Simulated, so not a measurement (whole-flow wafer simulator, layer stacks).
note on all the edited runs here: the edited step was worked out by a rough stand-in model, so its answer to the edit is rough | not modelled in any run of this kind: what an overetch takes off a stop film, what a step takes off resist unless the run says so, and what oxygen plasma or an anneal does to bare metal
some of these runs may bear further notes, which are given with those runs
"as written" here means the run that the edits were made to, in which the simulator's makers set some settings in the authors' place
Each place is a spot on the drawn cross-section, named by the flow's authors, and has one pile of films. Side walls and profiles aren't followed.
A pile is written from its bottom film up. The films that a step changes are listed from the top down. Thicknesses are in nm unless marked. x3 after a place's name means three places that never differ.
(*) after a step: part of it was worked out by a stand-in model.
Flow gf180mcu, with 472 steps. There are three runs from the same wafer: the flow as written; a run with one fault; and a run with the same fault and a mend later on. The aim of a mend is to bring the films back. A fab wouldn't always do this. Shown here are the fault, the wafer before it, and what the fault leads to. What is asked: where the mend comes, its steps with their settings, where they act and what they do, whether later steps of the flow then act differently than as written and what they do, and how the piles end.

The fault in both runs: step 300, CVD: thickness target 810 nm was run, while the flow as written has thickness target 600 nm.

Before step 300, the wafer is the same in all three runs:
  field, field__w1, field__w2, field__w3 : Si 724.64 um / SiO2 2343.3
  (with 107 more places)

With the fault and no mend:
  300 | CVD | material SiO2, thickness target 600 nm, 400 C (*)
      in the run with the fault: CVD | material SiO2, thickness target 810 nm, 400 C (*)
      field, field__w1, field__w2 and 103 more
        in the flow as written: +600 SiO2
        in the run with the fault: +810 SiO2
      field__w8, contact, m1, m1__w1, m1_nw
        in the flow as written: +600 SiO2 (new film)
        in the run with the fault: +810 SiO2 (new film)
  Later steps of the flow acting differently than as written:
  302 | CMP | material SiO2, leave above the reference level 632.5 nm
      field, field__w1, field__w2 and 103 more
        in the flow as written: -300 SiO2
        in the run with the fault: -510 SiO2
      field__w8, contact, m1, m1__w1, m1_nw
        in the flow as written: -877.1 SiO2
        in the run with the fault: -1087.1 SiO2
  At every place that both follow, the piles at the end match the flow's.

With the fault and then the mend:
  After step 300 comes the mend.
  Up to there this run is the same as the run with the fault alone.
  300a | WET ETCH | chemistry dHF, depth target 210 nm, 25 C, dilution 100:1 (the flow's step 17, run once more with other settings)
      field, field__w1, field__w2 and 108 more
        -210 SiO2
  None of the later steps of the flow acts differently than as written at any place that is followed.
  At every place that both follow, the piles at the end match the flow's.
